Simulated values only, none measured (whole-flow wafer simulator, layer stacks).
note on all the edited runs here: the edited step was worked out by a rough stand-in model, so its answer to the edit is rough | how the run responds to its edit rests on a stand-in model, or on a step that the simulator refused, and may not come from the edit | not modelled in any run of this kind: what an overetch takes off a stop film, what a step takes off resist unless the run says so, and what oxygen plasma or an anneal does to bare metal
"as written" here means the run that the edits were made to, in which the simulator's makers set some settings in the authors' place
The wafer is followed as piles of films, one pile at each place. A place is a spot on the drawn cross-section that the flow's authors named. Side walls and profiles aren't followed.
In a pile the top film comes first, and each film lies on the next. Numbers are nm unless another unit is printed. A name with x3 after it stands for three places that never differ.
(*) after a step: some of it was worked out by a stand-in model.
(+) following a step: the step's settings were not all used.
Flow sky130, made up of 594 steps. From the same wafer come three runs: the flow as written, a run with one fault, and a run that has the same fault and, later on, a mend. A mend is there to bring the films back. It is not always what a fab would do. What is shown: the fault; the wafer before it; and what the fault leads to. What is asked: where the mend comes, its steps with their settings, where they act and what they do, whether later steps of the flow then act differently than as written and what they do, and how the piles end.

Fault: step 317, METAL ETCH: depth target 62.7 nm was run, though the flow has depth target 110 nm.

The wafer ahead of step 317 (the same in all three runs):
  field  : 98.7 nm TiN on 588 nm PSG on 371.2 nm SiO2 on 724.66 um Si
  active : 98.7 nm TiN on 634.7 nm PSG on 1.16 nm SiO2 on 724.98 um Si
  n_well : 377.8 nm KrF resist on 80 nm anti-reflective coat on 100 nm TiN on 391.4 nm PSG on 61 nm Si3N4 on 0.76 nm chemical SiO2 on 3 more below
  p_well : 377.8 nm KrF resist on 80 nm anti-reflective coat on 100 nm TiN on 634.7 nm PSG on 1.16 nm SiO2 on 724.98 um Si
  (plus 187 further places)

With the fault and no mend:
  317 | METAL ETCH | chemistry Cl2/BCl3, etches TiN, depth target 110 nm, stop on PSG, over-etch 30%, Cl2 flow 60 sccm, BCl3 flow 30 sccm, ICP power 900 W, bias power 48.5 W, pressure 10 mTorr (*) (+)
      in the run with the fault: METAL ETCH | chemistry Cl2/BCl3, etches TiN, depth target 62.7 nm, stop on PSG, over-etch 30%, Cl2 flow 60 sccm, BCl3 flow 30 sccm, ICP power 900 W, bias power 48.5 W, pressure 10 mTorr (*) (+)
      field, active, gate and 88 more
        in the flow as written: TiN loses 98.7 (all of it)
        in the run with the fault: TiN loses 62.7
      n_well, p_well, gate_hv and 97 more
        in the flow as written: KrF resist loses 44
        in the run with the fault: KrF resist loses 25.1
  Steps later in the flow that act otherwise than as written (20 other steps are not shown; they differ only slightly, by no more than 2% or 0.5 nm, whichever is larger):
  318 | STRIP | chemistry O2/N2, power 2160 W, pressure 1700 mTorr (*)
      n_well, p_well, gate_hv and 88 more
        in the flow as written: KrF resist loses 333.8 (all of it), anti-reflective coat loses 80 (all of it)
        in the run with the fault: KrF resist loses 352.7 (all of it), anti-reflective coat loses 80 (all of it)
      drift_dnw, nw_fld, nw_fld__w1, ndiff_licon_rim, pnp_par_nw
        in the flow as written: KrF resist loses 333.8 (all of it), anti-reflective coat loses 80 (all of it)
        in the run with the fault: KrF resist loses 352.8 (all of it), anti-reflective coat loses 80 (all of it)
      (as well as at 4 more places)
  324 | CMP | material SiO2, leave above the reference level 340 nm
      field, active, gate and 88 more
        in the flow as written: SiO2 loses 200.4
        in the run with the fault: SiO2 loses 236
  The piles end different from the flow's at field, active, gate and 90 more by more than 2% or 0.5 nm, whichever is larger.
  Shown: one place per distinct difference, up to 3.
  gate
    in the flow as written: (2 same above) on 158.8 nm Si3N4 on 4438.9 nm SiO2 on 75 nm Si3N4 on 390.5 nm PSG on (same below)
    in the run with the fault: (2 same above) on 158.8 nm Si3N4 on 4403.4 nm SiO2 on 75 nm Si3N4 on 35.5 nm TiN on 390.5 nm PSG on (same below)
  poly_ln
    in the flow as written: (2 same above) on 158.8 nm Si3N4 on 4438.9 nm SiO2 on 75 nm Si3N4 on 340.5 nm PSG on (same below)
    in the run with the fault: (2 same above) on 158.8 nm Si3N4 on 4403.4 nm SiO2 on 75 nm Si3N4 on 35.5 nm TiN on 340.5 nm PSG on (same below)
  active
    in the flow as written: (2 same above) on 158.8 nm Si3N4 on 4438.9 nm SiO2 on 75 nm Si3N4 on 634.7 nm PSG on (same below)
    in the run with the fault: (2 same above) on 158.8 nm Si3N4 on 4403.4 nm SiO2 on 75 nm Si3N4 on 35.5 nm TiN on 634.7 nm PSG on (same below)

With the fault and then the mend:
  The mend follows step 317.
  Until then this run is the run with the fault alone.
  317a | METAL ETCH | chemistry Cl2/BCl3, etches TiN, depth target 47.3 nm, stop on PSG, over-etch 30%, Cl2 flow 60 sccm, BCl3 flow 30 sccm, ICP power 900 W, bias power 48.5 W, pressure 10 mTorr (*) (+) (the flow's step 317 again, with other settings)
      n_well, p_well, gate_hv and 97 more
        KrF resist loses 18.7
      field, active, gate and 88 more
        TiN loses 36 (all of it)
  Later steps of the flow that are run all act as written at every place that is followed, up to a difference of at most 2% or 0.5 nm, whichever is larger.
  By the end, the piles equal the flow's at every place that both follow.
